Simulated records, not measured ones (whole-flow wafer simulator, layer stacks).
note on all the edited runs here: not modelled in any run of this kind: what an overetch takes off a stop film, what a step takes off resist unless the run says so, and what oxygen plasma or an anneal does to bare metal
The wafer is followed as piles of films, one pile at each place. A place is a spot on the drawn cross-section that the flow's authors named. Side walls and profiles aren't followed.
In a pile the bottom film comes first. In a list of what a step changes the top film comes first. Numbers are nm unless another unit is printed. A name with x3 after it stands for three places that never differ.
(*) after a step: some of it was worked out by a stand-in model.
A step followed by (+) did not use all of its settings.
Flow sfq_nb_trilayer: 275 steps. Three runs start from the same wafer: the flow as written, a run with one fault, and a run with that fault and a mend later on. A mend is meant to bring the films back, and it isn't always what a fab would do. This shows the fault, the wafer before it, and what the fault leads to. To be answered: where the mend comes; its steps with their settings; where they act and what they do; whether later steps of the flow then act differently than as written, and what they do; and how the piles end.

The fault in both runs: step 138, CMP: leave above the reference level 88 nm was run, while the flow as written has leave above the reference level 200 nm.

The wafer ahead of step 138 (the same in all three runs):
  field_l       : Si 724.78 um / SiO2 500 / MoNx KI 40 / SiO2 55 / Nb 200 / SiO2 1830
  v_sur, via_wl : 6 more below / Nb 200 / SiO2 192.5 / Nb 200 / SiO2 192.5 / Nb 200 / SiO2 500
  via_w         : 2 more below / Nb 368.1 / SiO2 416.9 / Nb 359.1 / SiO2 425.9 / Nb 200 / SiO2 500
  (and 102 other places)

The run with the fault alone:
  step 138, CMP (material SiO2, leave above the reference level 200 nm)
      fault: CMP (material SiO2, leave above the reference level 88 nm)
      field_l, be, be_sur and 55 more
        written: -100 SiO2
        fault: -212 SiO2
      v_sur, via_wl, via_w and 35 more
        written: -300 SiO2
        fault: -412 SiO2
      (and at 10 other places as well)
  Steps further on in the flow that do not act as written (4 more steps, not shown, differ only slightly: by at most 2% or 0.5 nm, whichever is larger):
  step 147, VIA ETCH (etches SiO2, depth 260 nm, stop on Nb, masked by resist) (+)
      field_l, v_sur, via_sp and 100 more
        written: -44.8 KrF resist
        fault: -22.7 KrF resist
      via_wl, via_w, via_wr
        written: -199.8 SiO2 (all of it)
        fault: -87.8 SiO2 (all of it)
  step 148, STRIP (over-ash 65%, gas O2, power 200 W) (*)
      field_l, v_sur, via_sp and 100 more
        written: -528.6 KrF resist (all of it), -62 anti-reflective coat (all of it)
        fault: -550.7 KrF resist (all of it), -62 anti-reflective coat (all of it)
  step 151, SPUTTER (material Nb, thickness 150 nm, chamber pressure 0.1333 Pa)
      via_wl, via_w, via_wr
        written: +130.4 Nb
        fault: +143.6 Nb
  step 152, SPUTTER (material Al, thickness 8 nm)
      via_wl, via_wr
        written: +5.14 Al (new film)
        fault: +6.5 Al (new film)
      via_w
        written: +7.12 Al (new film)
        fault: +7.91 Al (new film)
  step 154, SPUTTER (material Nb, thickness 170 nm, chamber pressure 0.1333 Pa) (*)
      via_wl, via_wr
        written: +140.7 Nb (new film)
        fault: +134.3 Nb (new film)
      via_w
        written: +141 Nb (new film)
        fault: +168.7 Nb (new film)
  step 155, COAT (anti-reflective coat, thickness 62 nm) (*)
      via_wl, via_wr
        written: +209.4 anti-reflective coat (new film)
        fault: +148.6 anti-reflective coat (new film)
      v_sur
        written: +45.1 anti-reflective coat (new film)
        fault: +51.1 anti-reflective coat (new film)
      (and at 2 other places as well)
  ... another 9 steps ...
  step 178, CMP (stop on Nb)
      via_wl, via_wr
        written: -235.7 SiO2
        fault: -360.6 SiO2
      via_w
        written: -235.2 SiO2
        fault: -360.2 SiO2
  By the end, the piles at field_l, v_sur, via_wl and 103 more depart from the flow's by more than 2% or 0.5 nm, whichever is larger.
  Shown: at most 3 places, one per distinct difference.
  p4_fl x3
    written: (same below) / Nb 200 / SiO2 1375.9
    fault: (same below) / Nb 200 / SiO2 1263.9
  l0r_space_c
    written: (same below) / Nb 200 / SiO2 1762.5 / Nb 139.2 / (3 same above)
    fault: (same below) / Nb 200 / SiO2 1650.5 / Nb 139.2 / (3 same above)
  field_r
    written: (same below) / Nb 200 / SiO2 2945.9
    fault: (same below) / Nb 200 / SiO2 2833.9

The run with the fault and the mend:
  After step 145 comes the mend.
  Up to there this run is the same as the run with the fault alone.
  step 145a, STRIP (over-ash 65%, gas O2, power 200 W) (*)
      field_l, v_sur, via_sp and 100 more
        -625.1 KrF resist (all of it), -62 anti-reflective coat (all of it)
      via_wl, via_w, via_wr
        -62 anti-reflective coat (all of it)
  step 145b, PECVD (material SiO2, thickness 112 nm, 150 C, 24.89 s, RF power 183.3 W, pressure 2.4 Torr, precursor SiH4/N2O) (the flow's step 137, run once more with other settings)
      field_l, v_sur, via_wl and 103 more
        +112 SiO2
  step 145c, COAT (anti-reflective coat, thickness 62 nm) (the flow's step 140, run once more)
      field_l, v_sur, via_wl and 103 more
        +62 anti-reflective coat (new film)
  step 145d, COAT (KrF resist, thickness 650 nm) (the flow's step 141, run once more)
      field_l, v_sur, via_wl and 103 more
        +650 KrF resist (new film)
  step 145e, SOFTBAKE (KrF resist) (the flow's step 142, run once more)
      does not change any film at any place that is followed
  step 145f, EXPOSE (photomask I4, dose 11.93 mJ/cm2, NA 0.6, wavelength 248 nm) (*) (the flow's step 143, run once more)
      does not change any film at any place that is followed
  step 145g, PEB (KrF resist, 90 s) (the flow's step 144, run once more)
      field_l, v_sur, via_wl and 103 more
        -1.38 KrF resist
  step 145h, DEVELOP (KrF resist, thickness 650 nm, 60 s) (the flow's step 145, run once more)
      field_l, v_sur, via_sp and 100 more
        -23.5 KrF resist
      via_wl, via_w, via_wr
        -648.6 KrF resist (all of it)
  Every later step of the flow that is run acts as written at every place that is followed.
  By the end, the piles equal the flow's at every place that both follow.
